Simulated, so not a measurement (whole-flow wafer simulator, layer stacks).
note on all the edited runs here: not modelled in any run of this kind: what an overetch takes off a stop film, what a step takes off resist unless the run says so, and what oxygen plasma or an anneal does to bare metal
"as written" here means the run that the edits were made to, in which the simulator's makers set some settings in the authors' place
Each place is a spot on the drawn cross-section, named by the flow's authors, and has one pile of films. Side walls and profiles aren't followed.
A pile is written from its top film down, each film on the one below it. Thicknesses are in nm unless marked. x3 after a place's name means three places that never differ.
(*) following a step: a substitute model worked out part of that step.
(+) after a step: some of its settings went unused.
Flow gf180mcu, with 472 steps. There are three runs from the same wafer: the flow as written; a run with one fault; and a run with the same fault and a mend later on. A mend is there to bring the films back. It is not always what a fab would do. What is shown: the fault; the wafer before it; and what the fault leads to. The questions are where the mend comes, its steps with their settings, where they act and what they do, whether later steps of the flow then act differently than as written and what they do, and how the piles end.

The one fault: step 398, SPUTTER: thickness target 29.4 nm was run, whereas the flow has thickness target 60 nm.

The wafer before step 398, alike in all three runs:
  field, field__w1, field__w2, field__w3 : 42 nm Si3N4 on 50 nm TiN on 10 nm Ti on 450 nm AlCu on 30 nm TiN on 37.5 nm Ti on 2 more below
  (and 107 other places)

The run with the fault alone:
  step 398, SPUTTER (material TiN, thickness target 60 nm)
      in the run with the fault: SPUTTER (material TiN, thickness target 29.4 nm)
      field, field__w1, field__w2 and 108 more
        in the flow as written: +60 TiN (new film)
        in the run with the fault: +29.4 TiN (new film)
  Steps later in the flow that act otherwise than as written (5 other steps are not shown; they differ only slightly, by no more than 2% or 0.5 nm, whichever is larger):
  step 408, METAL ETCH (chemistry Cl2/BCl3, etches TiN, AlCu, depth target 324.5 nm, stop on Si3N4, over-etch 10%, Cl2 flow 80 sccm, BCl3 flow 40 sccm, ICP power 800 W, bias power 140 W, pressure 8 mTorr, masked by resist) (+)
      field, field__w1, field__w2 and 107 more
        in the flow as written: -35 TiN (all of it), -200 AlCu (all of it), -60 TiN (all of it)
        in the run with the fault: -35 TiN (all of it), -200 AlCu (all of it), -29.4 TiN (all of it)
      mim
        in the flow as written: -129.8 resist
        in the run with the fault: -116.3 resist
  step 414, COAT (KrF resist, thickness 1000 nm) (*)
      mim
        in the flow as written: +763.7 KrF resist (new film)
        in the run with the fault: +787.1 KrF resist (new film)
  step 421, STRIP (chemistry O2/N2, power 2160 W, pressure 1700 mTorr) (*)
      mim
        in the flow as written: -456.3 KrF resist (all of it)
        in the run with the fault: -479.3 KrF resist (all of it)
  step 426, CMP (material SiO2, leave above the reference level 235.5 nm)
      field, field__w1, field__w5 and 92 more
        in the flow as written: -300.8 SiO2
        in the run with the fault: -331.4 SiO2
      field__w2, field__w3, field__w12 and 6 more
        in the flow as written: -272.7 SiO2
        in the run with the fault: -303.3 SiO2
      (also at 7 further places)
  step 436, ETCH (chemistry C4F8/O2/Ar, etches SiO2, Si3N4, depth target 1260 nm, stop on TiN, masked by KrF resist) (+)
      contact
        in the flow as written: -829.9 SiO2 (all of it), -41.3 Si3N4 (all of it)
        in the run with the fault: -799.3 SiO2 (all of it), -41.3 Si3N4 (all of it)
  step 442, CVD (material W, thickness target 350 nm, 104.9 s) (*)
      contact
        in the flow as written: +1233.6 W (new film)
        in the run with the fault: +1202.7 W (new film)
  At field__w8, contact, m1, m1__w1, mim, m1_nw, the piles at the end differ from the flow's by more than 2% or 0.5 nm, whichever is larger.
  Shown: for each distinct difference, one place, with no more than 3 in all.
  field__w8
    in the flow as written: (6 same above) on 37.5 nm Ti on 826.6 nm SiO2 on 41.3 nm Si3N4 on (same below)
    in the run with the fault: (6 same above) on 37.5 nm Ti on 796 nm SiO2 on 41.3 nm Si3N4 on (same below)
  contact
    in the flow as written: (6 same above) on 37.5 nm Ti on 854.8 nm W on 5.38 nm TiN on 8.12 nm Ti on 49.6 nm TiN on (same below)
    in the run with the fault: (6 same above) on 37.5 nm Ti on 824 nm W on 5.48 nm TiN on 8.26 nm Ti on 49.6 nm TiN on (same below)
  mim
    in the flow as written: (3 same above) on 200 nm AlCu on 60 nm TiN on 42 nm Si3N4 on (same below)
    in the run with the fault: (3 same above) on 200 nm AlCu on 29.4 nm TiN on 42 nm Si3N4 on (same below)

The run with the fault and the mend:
  The mend follows step 398.
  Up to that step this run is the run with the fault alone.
  step 398a, SPUTTER (material TiN, thickness target 30.6 nm) (a further turn of the flow's step 398, with different settings)
      field, field__w1, field__w2 and 108 more
        +30.6 TiN
  Every later step of the flow that is run acts as written at every place that is followed.
  The piles end the same as the flow's at every place that both follow.
